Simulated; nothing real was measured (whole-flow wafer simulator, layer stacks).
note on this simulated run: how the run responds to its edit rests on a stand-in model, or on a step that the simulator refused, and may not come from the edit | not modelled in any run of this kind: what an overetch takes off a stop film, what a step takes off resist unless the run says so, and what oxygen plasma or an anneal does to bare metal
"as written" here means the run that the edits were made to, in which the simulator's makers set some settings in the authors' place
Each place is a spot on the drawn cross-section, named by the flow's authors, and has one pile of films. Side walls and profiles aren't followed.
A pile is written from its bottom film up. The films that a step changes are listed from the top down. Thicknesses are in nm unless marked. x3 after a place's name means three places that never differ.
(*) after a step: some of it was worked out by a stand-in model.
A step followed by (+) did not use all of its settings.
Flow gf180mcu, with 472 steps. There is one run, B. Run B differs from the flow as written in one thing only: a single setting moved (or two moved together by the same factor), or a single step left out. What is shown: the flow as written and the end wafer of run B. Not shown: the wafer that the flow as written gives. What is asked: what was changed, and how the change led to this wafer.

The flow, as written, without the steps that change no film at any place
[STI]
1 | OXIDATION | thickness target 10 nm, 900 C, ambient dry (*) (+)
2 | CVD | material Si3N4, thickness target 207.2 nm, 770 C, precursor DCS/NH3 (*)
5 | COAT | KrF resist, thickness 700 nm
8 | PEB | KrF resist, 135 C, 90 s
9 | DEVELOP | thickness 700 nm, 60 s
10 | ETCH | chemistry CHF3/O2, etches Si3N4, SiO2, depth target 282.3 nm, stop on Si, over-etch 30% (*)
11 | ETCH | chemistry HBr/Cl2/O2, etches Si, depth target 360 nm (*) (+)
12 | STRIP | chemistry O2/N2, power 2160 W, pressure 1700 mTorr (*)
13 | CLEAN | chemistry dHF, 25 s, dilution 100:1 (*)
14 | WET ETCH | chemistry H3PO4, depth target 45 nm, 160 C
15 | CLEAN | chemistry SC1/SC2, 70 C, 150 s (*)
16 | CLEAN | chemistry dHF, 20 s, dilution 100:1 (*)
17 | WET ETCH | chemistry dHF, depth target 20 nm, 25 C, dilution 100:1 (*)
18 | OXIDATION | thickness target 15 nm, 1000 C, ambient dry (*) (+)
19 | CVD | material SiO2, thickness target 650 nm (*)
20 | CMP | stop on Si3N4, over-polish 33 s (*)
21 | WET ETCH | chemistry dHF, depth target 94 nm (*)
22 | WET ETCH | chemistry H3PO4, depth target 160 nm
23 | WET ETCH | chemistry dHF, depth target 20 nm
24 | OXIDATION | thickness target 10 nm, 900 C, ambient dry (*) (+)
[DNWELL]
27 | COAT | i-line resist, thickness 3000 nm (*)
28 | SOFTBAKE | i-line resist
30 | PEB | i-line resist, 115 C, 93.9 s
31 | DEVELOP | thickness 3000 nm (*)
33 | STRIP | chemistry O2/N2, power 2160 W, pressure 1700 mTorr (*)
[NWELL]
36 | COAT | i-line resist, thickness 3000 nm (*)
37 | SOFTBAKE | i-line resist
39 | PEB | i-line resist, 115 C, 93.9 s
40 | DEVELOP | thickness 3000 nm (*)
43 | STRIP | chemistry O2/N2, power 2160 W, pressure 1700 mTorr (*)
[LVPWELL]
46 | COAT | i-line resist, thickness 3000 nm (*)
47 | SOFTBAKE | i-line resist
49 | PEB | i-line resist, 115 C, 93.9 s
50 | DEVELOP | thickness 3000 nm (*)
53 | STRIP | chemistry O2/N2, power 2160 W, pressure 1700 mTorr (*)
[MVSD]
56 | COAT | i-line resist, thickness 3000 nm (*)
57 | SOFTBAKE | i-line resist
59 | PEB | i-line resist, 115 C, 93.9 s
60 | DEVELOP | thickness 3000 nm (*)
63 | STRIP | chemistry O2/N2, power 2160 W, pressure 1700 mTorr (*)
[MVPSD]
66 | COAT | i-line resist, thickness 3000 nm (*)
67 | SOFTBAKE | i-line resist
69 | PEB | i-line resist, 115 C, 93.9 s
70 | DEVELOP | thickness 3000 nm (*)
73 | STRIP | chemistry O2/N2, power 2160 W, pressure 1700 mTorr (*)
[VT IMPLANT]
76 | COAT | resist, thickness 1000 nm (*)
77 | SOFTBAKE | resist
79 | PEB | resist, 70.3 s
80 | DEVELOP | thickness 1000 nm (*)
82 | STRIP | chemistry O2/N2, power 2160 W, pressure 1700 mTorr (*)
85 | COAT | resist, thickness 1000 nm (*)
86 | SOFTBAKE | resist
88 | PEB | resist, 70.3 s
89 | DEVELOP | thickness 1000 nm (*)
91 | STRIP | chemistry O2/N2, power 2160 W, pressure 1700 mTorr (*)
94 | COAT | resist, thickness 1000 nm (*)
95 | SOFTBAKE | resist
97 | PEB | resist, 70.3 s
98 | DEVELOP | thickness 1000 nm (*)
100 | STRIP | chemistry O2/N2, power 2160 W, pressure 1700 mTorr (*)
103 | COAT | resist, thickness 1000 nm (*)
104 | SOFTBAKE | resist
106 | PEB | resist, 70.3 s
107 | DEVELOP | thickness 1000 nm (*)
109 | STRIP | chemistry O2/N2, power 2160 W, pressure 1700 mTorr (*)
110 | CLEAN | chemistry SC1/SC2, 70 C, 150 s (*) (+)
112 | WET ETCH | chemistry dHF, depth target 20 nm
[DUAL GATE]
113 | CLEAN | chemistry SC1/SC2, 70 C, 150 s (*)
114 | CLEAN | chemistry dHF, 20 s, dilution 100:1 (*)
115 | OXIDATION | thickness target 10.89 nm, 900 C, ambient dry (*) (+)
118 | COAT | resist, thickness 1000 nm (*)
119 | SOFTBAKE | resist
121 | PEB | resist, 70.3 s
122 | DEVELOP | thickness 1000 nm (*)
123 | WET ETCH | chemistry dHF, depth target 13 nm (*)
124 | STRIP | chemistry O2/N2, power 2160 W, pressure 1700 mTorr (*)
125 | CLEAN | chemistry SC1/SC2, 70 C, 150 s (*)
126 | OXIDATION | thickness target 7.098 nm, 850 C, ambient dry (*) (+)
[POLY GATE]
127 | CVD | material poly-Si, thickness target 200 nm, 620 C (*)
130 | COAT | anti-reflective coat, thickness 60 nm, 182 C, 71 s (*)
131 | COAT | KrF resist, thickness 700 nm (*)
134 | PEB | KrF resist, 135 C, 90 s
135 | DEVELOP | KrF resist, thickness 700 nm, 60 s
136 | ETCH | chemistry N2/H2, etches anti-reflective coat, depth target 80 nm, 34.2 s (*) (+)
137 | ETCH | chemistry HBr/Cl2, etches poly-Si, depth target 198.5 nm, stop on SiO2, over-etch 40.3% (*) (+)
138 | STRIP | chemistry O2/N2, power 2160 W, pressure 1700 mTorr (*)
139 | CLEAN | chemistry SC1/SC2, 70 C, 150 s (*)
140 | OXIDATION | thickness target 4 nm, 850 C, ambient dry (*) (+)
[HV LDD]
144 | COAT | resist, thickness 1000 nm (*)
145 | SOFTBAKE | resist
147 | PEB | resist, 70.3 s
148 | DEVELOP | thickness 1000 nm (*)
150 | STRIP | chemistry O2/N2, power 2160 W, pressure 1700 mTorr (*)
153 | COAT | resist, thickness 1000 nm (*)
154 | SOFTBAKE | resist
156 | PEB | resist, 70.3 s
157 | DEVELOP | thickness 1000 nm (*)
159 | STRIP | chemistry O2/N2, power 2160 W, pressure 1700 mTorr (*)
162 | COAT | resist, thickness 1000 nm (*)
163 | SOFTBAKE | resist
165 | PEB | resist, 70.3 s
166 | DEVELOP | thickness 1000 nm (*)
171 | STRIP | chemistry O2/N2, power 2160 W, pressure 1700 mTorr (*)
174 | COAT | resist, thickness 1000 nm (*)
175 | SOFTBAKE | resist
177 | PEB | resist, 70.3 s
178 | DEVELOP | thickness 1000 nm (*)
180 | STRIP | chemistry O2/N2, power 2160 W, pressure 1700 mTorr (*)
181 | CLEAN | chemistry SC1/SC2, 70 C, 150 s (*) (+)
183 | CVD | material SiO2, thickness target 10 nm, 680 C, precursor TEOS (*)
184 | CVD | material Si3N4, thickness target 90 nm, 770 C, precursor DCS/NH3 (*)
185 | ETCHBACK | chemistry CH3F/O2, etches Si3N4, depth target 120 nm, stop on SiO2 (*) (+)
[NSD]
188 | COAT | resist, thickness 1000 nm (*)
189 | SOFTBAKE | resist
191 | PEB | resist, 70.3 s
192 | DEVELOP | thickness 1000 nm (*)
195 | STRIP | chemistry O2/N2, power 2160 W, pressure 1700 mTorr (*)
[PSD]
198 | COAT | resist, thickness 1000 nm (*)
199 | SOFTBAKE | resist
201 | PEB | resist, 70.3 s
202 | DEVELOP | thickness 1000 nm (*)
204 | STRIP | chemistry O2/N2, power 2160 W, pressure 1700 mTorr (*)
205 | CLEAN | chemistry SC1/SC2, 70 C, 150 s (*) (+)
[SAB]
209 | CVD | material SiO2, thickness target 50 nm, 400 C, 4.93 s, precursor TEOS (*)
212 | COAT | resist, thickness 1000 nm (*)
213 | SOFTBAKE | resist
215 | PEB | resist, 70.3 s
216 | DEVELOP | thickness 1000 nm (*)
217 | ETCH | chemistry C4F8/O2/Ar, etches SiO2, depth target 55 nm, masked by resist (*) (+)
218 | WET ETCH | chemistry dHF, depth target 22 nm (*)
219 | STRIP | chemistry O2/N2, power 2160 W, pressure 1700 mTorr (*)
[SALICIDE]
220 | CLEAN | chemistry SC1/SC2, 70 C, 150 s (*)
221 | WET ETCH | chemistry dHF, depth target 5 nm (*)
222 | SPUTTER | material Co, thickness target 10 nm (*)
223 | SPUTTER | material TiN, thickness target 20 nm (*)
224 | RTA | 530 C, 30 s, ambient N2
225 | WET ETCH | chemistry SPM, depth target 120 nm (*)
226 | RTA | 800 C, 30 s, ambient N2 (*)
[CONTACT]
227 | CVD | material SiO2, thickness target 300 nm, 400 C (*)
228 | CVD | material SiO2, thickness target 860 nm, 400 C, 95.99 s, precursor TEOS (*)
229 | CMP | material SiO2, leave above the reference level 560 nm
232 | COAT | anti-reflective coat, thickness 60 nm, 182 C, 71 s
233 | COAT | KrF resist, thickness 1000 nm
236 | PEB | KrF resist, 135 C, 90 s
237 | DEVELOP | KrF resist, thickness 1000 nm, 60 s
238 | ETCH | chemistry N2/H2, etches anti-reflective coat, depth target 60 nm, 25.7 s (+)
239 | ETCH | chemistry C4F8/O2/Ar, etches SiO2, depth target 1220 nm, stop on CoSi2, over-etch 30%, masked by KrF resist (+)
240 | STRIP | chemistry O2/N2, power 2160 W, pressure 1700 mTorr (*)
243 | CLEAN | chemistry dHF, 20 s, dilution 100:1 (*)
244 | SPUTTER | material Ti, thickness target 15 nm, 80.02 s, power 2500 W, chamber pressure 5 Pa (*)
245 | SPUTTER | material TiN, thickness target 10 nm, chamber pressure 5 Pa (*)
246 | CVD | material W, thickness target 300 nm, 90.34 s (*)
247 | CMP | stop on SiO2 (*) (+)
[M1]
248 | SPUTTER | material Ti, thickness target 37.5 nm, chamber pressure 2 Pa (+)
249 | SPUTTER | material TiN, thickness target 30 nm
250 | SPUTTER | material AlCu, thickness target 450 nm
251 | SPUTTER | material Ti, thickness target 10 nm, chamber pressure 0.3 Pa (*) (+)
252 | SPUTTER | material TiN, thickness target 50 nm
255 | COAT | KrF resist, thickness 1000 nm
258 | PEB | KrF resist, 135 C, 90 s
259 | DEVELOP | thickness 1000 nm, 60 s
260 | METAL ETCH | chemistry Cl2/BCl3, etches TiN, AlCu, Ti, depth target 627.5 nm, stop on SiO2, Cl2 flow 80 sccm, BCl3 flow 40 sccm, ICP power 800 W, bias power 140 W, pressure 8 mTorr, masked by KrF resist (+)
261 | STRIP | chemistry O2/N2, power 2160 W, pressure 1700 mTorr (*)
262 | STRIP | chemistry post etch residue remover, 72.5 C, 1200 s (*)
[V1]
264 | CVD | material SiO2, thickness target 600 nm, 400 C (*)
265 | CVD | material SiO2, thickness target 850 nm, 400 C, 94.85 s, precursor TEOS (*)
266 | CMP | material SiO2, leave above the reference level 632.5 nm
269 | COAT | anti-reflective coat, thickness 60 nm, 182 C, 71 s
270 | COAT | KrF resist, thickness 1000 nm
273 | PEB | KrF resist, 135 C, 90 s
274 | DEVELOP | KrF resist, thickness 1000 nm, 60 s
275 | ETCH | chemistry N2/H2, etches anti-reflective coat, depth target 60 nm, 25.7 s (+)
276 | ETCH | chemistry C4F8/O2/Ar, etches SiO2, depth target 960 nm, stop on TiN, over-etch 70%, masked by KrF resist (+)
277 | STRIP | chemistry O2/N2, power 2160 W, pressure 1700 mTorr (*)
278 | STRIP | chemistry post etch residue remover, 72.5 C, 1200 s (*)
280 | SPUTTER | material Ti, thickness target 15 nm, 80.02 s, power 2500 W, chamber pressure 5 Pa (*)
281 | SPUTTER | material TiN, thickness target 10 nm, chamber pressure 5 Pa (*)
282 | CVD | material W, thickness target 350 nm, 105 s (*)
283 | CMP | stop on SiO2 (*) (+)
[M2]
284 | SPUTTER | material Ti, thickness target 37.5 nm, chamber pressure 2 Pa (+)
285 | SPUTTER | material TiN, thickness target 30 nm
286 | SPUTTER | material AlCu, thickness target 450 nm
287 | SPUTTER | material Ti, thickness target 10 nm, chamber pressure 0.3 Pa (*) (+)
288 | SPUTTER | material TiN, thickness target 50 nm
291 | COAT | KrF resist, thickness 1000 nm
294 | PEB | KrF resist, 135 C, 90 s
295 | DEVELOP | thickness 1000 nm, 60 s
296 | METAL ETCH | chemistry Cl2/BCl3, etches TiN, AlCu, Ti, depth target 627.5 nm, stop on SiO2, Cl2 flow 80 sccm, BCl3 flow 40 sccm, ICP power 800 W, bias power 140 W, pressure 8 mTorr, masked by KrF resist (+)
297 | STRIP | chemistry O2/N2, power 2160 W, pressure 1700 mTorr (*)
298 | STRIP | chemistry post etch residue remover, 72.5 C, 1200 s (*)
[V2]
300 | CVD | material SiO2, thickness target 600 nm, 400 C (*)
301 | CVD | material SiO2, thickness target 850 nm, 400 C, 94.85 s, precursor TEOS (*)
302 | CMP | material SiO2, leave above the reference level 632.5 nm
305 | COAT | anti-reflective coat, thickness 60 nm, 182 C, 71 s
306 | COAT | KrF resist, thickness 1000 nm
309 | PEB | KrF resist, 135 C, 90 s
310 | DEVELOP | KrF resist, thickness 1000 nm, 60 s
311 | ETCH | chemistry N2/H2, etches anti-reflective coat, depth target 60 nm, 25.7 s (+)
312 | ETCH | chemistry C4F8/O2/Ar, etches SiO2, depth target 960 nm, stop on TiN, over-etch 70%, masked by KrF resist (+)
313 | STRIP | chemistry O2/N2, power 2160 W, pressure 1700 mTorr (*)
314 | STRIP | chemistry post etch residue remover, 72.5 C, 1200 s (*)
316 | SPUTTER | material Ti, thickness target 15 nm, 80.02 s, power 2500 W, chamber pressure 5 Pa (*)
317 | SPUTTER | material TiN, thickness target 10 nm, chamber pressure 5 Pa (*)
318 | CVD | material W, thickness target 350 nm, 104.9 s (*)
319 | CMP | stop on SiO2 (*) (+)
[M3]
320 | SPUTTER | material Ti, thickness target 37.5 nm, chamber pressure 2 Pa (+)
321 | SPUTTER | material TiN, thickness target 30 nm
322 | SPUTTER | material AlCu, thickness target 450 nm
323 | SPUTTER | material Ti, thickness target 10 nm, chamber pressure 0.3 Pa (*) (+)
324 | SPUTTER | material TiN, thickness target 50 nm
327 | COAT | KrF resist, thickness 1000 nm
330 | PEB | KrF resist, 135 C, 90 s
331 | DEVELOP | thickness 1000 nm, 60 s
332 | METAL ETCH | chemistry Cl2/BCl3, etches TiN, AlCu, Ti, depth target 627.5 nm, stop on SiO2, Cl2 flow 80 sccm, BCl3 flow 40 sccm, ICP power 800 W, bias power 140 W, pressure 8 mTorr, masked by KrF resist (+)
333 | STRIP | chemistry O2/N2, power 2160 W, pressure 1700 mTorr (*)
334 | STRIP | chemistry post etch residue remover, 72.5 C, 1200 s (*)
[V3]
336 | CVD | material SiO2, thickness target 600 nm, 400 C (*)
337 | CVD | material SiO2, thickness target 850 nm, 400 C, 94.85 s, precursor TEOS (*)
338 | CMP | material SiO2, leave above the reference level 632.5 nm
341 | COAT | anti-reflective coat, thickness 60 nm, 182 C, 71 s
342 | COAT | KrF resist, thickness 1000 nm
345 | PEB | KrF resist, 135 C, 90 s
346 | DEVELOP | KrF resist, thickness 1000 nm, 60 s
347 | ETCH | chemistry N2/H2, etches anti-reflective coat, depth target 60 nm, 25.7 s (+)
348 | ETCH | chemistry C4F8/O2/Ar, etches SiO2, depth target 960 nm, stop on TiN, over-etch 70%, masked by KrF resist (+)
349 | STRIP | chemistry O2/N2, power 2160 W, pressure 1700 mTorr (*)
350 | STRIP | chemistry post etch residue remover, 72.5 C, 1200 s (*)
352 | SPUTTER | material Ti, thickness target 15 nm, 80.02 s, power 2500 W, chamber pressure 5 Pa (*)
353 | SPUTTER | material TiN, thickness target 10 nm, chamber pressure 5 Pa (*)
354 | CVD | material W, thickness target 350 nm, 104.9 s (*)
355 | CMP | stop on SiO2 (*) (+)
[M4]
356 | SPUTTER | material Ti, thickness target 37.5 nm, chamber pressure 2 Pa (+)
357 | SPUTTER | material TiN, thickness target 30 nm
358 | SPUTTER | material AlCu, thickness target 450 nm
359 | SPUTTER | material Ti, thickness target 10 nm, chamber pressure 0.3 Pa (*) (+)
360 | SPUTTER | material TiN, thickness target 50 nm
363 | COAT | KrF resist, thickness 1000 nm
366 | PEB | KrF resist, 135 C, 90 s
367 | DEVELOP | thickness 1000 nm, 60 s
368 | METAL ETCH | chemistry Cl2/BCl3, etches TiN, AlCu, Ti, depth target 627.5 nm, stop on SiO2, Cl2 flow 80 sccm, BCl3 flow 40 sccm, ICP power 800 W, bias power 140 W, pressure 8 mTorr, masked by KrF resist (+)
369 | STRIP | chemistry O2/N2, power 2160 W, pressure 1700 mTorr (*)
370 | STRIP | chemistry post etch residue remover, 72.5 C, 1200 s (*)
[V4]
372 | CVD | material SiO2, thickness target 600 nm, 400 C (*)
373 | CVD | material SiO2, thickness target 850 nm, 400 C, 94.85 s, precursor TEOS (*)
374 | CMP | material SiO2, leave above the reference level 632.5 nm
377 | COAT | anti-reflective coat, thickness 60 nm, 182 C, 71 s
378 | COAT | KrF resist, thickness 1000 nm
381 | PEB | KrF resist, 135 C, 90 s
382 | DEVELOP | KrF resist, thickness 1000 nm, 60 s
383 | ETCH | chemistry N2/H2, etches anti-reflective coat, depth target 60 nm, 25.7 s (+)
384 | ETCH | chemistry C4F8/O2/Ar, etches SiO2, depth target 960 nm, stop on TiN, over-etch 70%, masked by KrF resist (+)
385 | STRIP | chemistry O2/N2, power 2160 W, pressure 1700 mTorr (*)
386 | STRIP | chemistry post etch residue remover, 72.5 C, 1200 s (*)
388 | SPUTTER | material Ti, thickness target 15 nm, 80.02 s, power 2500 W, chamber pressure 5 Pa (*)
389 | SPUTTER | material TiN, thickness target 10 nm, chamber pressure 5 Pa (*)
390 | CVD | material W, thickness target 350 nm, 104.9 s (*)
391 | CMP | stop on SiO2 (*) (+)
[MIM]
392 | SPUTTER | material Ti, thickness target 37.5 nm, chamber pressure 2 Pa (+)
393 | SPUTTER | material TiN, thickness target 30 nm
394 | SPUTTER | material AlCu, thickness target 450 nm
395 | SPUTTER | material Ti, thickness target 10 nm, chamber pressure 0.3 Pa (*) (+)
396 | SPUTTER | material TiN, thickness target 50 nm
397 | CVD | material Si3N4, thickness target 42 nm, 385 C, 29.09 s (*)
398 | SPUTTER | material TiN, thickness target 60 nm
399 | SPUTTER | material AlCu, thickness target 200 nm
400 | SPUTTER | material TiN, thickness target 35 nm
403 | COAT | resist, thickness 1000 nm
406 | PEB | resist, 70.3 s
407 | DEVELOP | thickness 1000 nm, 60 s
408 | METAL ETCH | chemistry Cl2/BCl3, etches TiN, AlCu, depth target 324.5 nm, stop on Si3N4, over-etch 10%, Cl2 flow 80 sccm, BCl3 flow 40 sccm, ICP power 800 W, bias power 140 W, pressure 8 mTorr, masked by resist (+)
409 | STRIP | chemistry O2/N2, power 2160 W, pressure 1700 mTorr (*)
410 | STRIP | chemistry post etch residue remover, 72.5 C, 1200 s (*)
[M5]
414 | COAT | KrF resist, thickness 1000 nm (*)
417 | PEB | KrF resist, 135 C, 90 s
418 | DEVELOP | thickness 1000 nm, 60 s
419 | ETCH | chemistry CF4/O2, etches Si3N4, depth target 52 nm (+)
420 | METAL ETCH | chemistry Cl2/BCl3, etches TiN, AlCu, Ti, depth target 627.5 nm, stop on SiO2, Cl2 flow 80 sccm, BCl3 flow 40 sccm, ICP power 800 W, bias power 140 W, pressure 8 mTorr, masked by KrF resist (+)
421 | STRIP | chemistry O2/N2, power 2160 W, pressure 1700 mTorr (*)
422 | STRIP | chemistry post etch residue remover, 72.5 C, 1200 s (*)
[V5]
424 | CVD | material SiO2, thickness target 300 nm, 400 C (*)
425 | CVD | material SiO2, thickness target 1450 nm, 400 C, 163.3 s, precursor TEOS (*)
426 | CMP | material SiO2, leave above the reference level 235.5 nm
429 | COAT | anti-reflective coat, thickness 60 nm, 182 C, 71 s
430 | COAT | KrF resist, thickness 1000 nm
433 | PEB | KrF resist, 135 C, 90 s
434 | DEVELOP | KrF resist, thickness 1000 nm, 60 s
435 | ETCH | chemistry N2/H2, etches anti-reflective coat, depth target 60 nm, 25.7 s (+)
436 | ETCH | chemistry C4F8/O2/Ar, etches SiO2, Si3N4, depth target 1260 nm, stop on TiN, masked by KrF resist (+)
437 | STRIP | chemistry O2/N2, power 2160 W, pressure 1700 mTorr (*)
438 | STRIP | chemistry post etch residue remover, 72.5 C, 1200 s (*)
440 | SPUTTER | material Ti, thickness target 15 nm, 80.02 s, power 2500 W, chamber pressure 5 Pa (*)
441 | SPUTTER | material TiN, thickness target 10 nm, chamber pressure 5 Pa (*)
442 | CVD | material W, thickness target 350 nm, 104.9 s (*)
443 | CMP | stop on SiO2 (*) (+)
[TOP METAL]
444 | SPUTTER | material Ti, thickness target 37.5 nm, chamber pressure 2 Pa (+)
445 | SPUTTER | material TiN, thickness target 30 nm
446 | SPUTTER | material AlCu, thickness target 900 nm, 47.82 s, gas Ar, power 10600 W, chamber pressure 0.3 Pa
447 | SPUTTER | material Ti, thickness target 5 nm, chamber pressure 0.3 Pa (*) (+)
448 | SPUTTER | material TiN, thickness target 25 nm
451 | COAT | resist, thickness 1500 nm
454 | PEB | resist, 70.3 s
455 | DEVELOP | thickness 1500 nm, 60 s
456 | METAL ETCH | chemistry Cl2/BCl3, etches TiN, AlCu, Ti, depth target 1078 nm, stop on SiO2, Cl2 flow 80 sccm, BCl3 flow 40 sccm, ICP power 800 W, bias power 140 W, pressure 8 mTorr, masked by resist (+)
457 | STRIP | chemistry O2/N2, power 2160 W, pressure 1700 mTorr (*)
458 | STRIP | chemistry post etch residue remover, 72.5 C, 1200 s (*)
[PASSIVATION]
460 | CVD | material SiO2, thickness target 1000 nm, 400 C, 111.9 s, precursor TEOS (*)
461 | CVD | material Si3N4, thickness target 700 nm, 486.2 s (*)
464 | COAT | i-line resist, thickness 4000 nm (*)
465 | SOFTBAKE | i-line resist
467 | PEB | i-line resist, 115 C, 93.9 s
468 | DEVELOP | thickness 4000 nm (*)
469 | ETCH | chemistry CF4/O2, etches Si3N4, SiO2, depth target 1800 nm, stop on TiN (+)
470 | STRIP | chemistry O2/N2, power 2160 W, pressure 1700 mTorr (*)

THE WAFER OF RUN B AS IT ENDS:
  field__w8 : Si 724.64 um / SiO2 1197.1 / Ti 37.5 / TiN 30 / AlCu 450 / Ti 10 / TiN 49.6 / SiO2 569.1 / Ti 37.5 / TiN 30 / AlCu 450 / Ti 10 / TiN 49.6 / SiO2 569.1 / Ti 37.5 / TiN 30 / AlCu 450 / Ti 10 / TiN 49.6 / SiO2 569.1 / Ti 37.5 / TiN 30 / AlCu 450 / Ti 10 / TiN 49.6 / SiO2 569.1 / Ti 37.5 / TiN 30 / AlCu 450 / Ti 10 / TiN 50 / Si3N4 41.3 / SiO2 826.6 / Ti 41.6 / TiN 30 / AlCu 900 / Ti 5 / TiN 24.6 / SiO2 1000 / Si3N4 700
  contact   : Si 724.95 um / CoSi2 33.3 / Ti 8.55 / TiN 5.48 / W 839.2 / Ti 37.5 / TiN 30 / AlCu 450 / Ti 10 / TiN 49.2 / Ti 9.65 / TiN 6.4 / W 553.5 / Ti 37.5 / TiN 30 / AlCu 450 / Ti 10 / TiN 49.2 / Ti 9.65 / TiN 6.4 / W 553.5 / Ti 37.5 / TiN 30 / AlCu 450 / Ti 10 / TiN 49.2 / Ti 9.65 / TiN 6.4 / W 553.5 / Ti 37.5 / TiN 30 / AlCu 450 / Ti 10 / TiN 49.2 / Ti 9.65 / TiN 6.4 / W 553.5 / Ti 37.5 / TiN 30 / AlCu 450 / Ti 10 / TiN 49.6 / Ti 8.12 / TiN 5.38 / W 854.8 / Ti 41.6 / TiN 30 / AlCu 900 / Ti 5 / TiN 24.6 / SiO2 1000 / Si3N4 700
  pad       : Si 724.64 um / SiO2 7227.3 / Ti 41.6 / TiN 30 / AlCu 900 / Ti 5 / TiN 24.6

The reason: step 444, SPUTTER: thickness target 41.6 nm was run, while the flow as written has thickness target 37.5 nm.
The wafer itself shows it: field__w8 has Ti 41.6, and step 444 as written asks for 37.5 nm.

Step by step, how the change led to this:
  444 | SPUTTER | material Ti, thickness target 37.5 nm, chamber pressure 2 Pa (+)
      field, field__w1, field__w2 and 109 more: +41.6 Ti (new film) (in the flow as written it would be: +37.5 Ti (new film))
  456 | METAL ETCH | chemistry Cl2/BCl3, etches TiN, AlCu, Ti, depth target 1078 nm, stop on SiO2, Cl2 flow 80 sccm, BCl3 flow 40 sccm, ICP power 800 W, bias power 140 W, pressure 8 mTorr, masked by resist (+)
      field, field__w1, field__w2 and 103 more: -25 TiN (all of it), -5 Ti (all of it), -900 AlCu (all of it), -30 TiN (all of it), -41.6 Ti (all of it) (in the flow as written it would be: -25 TiN (all of it), -5 Ti (all of it), -900 AlCu (all of it), -30 TiN (all of it), -37.5 Ti (all of it))
  465 | SOFTBAKE | i-line resist
      gate: -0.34 i-line resist (in the flow as written it would be: +1.79 i-line resist)
      ld_acc_p, ld_fp_p: +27 i-line resist (in the flow as written it would be: +33.8 i-line resist)
      (also at 58 further places)
